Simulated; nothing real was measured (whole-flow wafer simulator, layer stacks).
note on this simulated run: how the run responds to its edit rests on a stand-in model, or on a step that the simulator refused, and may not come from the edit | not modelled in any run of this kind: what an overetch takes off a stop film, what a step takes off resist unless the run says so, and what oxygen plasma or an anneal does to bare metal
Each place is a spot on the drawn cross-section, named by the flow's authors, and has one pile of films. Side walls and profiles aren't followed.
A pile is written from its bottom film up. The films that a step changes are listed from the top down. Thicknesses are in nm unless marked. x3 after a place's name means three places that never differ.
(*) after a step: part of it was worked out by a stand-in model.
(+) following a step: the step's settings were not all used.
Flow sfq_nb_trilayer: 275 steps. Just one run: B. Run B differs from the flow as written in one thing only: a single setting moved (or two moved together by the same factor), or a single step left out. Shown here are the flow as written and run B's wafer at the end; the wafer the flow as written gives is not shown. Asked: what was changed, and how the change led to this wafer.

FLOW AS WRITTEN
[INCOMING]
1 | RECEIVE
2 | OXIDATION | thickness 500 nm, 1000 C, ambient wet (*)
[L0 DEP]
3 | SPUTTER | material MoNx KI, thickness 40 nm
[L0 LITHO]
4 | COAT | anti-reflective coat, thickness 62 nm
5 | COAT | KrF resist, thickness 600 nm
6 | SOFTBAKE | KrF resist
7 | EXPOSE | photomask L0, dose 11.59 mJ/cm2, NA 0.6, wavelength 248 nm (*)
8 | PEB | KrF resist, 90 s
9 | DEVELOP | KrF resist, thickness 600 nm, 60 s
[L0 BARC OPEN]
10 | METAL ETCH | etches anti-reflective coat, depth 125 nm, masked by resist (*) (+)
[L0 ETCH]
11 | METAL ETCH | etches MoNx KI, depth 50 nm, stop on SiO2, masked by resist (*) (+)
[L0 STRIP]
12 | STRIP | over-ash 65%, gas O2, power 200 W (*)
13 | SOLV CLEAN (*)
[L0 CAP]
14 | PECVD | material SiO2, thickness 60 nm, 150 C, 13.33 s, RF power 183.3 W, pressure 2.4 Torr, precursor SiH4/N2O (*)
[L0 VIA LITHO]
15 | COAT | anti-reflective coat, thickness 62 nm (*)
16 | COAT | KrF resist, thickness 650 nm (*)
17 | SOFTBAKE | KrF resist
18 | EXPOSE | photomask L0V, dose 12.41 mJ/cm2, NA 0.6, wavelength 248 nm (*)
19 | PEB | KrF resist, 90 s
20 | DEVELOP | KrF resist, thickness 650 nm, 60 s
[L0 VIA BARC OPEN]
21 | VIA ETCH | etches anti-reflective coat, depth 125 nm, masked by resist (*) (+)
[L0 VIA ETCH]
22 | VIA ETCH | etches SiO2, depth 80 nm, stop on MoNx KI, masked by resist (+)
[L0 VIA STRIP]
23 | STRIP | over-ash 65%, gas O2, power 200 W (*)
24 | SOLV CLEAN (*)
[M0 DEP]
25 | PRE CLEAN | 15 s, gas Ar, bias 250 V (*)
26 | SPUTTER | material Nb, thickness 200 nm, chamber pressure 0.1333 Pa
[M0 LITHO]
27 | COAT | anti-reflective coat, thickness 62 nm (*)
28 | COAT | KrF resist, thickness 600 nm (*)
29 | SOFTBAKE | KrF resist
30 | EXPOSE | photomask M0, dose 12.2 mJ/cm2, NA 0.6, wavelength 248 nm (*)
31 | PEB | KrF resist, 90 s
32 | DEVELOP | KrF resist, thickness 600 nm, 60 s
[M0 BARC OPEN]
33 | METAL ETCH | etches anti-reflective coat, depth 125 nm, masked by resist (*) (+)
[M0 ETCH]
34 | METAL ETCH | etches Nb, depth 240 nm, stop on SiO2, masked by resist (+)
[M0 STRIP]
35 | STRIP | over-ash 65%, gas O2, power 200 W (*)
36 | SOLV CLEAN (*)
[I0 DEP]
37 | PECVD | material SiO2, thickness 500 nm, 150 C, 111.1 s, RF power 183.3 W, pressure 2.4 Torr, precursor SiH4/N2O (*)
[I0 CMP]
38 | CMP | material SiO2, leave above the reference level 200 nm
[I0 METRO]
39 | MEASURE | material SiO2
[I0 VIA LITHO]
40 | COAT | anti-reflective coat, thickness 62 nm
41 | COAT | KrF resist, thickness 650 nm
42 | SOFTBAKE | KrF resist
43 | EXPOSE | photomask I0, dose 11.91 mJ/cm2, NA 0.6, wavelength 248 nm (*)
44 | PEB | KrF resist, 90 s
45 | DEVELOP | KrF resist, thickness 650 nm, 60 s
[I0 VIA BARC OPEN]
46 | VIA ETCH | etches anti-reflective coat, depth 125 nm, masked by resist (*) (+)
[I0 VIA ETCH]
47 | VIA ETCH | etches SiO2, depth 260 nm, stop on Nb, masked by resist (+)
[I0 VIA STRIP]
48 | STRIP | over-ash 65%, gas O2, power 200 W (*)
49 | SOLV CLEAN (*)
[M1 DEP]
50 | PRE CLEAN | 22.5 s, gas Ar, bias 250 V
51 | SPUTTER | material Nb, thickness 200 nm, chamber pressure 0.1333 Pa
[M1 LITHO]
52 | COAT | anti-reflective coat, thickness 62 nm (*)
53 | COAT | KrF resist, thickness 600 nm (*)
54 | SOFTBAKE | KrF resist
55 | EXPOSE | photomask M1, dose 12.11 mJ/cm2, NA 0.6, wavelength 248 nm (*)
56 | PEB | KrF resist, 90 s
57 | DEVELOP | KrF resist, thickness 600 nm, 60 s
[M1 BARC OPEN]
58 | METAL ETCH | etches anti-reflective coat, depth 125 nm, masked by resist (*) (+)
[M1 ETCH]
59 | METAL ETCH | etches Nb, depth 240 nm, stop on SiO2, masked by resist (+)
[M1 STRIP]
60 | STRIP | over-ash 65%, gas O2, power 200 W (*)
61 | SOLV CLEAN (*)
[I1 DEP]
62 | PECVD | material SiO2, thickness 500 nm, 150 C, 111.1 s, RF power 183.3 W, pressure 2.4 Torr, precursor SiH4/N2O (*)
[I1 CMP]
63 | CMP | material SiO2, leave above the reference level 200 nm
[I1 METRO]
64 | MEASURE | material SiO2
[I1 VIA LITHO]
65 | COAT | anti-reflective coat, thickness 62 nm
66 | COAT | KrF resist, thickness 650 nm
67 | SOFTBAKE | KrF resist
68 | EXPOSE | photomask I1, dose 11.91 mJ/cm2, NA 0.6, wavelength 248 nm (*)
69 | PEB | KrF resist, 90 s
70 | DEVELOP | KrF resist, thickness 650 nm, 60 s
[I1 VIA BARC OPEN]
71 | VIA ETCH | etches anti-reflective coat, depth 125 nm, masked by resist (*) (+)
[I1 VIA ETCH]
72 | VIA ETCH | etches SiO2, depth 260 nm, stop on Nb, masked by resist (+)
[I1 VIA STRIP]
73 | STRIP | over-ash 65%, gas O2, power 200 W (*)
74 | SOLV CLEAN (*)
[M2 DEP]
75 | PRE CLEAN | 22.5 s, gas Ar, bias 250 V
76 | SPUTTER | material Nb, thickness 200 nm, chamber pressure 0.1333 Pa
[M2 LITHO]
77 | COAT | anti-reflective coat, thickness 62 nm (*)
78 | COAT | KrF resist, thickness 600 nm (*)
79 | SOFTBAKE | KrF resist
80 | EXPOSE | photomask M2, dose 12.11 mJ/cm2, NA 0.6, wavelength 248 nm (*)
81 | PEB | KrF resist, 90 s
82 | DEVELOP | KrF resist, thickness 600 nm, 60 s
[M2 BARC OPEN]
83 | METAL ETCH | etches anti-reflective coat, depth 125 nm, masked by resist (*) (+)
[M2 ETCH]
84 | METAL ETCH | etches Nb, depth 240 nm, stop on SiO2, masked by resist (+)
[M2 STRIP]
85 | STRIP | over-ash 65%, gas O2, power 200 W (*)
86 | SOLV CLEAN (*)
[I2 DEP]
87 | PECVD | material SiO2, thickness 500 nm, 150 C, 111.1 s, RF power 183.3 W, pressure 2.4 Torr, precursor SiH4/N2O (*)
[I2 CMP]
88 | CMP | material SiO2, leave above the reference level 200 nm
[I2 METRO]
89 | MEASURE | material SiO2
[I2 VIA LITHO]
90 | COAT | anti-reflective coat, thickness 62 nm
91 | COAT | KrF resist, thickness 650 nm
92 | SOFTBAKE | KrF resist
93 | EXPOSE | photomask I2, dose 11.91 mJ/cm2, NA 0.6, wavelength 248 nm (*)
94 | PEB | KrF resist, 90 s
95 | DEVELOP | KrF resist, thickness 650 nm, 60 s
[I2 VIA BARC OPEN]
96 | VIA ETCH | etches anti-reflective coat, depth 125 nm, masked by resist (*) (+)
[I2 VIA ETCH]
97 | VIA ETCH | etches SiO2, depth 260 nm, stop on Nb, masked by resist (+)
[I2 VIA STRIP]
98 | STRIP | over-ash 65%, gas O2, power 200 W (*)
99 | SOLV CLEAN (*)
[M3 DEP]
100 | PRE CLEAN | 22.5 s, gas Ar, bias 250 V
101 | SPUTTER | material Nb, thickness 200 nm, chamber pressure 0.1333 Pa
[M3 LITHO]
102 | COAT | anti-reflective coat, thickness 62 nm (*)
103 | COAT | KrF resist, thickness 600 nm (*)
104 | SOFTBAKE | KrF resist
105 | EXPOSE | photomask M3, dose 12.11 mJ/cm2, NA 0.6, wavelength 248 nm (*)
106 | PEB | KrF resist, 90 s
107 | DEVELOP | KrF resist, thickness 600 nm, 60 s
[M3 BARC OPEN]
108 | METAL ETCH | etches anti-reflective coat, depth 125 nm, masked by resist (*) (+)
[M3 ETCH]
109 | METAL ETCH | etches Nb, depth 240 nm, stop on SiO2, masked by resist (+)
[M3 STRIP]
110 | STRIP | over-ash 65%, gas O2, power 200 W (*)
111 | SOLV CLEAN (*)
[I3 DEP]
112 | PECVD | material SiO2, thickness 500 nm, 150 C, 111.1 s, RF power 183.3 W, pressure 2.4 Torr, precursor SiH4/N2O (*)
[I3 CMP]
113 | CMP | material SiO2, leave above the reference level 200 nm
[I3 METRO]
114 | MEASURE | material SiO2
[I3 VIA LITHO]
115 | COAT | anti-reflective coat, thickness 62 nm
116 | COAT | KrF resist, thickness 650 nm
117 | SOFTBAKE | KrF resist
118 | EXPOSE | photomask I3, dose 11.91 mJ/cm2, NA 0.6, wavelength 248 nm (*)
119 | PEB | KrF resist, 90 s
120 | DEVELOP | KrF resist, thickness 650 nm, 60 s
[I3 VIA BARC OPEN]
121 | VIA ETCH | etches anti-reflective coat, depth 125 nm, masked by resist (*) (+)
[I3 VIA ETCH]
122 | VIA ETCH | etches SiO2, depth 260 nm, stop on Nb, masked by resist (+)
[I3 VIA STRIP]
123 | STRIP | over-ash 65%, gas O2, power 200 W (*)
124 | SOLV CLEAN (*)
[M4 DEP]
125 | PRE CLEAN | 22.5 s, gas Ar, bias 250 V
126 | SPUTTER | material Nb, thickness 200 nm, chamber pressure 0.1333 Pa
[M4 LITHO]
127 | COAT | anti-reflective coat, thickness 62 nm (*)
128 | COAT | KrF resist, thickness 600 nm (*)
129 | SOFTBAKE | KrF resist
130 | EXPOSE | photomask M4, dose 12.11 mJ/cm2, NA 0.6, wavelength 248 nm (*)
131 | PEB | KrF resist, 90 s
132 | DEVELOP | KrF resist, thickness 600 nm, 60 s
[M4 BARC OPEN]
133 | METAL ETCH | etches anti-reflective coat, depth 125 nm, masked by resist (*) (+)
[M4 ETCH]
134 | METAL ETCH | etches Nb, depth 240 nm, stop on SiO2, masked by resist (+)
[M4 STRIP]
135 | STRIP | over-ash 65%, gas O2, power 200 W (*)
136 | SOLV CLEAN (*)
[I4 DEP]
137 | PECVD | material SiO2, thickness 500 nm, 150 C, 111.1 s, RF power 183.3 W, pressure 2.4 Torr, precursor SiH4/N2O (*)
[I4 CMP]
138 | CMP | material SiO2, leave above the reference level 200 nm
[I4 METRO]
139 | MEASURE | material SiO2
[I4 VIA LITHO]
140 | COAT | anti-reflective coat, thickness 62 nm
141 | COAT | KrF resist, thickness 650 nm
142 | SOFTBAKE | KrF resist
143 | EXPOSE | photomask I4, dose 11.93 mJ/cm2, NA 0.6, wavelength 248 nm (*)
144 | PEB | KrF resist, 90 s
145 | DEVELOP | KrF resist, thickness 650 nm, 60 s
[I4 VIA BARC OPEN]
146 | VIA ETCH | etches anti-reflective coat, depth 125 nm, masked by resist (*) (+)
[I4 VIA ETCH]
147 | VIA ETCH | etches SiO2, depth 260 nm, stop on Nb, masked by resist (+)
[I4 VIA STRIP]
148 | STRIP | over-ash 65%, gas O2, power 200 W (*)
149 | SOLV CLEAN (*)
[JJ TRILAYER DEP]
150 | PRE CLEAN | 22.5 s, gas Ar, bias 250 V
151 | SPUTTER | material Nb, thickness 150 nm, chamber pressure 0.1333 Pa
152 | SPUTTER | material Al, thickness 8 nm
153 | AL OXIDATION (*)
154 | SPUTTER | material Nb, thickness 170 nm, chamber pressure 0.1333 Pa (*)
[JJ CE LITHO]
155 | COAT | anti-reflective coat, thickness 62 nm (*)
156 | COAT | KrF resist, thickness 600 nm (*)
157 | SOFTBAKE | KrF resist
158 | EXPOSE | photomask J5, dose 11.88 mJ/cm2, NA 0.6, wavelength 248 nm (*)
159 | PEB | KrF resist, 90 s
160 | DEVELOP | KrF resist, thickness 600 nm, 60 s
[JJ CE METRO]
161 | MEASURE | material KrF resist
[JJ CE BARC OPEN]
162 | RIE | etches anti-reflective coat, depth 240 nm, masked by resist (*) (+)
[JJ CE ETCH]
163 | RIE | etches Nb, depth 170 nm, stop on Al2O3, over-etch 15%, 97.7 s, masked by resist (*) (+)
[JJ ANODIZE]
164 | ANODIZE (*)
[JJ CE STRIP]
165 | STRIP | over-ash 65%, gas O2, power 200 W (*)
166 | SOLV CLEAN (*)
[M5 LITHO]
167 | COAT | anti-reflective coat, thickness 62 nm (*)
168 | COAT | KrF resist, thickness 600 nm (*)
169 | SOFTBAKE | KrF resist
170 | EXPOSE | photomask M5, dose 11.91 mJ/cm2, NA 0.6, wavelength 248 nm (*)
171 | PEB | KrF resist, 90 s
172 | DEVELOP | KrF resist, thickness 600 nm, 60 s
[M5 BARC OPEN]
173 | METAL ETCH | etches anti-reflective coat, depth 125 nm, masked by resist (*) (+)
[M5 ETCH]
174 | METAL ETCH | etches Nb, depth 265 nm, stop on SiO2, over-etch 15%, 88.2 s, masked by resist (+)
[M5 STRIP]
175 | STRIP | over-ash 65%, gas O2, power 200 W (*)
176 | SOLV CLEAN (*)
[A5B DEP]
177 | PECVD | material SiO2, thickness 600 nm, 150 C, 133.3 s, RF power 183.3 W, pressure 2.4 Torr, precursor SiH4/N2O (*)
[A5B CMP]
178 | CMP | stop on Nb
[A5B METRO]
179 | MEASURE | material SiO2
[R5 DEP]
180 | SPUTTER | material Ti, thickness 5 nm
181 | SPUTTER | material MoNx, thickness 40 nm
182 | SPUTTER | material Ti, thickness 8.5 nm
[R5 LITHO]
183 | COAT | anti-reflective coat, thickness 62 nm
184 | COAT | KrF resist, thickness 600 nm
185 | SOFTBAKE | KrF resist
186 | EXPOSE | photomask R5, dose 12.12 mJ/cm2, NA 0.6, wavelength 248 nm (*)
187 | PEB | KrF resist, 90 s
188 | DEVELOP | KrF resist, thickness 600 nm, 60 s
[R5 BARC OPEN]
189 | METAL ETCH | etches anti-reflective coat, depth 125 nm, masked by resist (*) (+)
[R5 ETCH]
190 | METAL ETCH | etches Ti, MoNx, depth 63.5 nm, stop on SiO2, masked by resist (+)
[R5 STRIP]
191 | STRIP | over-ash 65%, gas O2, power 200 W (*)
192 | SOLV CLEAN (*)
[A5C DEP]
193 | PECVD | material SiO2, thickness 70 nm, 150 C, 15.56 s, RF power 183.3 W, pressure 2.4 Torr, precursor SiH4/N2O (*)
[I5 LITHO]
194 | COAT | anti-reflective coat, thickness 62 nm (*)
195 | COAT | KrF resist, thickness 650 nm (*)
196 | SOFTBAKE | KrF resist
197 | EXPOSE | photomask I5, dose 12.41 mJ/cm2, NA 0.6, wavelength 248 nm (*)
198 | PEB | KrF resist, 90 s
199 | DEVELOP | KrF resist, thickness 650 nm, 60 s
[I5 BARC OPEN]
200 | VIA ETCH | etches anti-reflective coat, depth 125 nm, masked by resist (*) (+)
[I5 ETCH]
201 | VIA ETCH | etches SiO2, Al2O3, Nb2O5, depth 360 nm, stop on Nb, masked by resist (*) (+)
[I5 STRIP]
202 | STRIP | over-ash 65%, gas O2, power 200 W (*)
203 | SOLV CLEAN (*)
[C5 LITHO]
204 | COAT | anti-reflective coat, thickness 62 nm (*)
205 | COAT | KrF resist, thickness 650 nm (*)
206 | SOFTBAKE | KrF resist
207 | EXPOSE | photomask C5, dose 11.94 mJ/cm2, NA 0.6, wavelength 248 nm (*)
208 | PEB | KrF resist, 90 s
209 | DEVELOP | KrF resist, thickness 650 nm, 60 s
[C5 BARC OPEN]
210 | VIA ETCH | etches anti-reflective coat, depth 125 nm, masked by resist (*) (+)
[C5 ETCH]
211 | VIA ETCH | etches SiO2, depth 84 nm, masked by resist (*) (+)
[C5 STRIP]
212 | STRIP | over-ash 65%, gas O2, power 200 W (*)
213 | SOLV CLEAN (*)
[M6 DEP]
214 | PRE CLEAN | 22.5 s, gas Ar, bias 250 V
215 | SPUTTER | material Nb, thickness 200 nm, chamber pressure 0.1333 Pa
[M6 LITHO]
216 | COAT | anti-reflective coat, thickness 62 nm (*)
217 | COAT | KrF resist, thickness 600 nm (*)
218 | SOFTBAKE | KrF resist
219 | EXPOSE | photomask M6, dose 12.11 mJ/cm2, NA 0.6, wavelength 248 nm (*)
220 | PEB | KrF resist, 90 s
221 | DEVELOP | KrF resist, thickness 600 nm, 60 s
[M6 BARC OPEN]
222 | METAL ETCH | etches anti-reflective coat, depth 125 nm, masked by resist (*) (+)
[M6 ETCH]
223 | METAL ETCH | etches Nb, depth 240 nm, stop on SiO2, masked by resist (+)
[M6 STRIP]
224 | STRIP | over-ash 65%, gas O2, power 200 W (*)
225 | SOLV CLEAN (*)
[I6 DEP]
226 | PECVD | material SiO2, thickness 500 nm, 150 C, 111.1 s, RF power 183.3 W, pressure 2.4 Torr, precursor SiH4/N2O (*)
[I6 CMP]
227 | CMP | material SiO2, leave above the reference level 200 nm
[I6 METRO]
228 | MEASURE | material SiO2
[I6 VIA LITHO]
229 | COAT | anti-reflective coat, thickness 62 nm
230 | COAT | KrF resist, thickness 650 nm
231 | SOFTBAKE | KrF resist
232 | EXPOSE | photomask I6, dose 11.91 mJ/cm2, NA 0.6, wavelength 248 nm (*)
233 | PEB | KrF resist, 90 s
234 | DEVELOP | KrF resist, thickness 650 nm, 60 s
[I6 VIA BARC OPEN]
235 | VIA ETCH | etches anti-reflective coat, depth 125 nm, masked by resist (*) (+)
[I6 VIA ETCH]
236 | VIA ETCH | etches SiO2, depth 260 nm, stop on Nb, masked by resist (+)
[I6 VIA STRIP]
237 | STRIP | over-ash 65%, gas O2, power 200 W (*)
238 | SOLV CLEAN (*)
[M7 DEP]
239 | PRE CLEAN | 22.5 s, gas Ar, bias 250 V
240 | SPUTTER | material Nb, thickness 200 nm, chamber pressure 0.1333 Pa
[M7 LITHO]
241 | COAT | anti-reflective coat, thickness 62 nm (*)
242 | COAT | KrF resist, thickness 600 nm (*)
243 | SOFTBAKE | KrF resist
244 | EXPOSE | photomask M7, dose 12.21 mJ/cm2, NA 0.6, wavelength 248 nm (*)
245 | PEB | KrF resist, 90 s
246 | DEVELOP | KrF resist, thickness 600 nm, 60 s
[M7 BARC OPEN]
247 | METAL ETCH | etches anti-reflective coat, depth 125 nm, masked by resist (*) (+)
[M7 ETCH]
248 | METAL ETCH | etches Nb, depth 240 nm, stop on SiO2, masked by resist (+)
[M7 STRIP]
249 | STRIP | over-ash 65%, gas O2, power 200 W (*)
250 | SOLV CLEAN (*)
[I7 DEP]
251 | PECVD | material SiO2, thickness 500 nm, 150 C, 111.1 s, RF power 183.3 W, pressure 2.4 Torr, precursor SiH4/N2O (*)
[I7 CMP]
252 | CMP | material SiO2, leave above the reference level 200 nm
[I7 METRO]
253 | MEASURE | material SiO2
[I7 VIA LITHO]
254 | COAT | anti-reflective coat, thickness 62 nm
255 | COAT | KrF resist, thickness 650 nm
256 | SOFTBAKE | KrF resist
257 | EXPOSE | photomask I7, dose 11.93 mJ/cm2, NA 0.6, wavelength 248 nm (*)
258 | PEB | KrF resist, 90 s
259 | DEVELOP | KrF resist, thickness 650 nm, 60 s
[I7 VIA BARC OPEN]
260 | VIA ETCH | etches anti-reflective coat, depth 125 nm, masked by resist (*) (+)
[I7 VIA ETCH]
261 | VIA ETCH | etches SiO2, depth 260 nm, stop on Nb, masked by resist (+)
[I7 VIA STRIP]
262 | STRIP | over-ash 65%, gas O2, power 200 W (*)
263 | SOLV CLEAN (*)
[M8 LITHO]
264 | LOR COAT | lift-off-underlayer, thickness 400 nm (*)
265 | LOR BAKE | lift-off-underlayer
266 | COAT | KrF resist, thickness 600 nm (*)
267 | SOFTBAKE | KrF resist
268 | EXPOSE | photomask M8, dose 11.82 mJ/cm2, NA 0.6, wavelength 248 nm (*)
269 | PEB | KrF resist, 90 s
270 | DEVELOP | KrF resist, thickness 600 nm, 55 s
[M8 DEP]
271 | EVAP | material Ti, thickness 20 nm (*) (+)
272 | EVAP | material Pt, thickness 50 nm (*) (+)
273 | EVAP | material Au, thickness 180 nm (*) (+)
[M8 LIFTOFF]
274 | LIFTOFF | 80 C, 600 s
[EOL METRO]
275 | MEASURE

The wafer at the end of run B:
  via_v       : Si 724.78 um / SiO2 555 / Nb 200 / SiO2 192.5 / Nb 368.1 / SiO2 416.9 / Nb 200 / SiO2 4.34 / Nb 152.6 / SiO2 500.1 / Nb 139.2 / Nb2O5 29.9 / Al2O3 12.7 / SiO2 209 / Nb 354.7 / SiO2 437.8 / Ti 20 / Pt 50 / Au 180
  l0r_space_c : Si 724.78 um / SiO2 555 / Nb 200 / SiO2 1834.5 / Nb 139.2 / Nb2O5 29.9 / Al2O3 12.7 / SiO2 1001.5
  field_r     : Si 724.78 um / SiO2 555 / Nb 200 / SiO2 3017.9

What caused this: step 113, CMP: leave above the reference level 272 nm was run, while the flow as written has leave above the reference level 200 nm.

Step by step, how the change led to this:
  113 | CMP | material SiO2, leave above the reference level 200 nm
      field_l, be, be_sur and 64 more: SiO2 loses 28 (as written it would have been: SiO2 loses 100)
      v_sur, via_wl, via_wr and 27 more: SiO2 loses 228 (as written it would have been: SiO2 loses 300)
      (and at 9 other places as well)
  122 | VIA ETCH | etches SiO2, depth 260 nm, stop on Nb, masked by resist (+)
      via_v: SiO2 loses 260 (as written it would have been: SiO2 loses 199.8 (all of it))
  125 | PRE CLEAN | 22.5 s, gas Ar, bias 250 V
      via_v: SiO2 loses 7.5 (as written it would have been: Nb loses 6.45)
  126 | SPUTTER | material Nb, thickness 200 nm, chamber pressure 0.1333 Pa
      via_v: Nb gains 152.6 (new film) (as written it would have been: Nb gains 165.5)
  127 | COAT | anti-reflective coat, thickness 62 nm (*)
      via_sp: anti-reflective coat gains 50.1 (new film) (as written it would have been: anti-reflective coat gains 53 (new film))
      via_v: anti-reflective coat gains 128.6 (new film) (as written it would have been: anti-reflective coat gains 124.8 (new film))
      (and at 1 other place as well)
  128 | COAT | KrF resist, thickness 600 nm (*)
      via_v: KrF resist gains 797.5 (new film) (as written it would have been: KrF resist gains 739.8 (new film))
  135 | STRIP | over-ash 65%, gas O2, power 200 W (*)
      via_sp: KrF resist loses 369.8 (all of it), anti-reflective coat loses 50.1 (all of it) (as written it would have been: KrF resist loses 373.9 (all of it), anti-reflective coat loses 53 (all of it))
      via_v: KrF resist loses 579.3 (all of it), anti-reflective coat loses 128.6 (all of it) (as written it would have been: KrF resist loses 521.8 (all of it), anti-reflective coat loses 124.8 (all of it))
      (and at 1 other place as well)
  137 | PECVD | material SiO2, thickness 500 nm, 150 C, 111.1 s, RF power 183.3 W, pressure 2.4 Torr, precursor SiH4/N2O (*)
      via_v: SiO2 gains 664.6 (new film) (as written it would have been: SiO2 gains 615 (new film))
  138 | CMP | material SiO2, leave above the reference level 200 nm
      via_v: SiO2 loses 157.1 (as written it would have been: SiO2 loses 181.6)
If metal films that touch count as one body, via_v has 7 bodies (between them, from the top down: SiO2 437.8; SiO2 209 / Al2O3 12.7 / Nb2O5 29.9; SiO2 500.1; SiO2 4.34; SiO2 416.9; SiO2 192.5); the flow as written gives 6 bodies (between them, from the top down: SiO2 437.8; SiO2 209 / Al2O3 12.7 / Nb2O5 29.9; SiO2 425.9; SiO2 416.9; SiO2 192.5).
